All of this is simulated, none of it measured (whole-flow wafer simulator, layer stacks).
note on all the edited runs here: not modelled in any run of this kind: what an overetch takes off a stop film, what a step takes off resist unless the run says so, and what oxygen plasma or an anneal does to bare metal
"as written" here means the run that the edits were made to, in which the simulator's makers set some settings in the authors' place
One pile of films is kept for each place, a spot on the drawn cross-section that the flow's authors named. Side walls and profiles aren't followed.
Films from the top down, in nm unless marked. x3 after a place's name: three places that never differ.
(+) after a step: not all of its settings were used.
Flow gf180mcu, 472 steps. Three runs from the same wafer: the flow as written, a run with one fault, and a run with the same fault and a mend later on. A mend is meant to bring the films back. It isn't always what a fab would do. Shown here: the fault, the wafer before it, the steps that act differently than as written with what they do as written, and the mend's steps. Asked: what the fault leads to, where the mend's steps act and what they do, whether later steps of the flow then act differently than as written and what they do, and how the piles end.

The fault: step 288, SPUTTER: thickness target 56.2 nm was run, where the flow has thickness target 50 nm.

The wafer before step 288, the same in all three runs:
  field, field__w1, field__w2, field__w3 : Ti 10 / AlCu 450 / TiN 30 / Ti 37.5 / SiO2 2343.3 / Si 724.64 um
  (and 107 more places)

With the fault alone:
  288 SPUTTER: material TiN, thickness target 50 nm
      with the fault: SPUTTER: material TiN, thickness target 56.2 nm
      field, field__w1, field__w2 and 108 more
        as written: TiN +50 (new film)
        with the fault: TiN +56.2 (new film)
  Later steps of the flow that act differently than as written (5 more steps differ only slightly, by at most 2% or 0.5 nm, whichever is larger, and aren't shown):
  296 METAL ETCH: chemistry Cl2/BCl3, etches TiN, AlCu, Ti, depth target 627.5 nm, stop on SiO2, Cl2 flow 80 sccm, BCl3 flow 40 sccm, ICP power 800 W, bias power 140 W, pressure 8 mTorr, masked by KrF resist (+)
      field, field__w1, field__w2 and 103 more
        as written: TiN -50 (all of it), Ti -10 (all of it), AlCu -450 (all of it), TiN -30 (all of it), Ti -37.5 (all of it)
        with the fault: TiN -56.2 (all of it), Ti -10 (all of it), AlCu -450 (all of it), TiN -30 (all of it), Ti -37.5 (all of it)
  At the end the piles differ from the flow's by more than 2% or 0.5 nm, whichever is larger, at field__w8, contact, m1, m1__w1, m1_nw.
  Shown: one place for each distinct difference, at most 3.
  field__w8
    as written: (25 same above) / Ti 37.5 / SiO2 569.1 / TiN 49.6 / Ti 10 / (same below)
    with the fault: (25 same above) / Ti 37.5 / SiO2 562.9 / TiN 55.8 / Ti 10 / (same below)
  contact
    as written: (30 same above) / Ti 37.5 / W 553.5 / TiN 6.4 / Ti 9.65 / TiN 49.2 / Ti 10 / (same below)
    with the fault: (30 same above) / Ti 37.5 / W 547.2 / TiN 6.43 / Ti 9.69 / TiN 55.4 / Ti 10 / (same below)

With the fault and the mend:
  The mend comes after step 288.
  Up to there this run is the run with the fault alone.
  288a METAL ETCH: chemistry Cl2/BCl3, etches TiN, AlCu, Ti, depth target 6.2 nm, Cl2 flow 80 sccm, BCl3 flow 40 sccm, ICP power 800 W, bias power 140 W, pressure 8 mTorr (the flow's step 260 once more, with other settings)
      field, field__w1, field__w2 and 108 more
        TiN -6.2
  No later step of the flow acts differently than as written at any place that is followed.
  At the end the piles are the same as the flow's at every place that both follow.
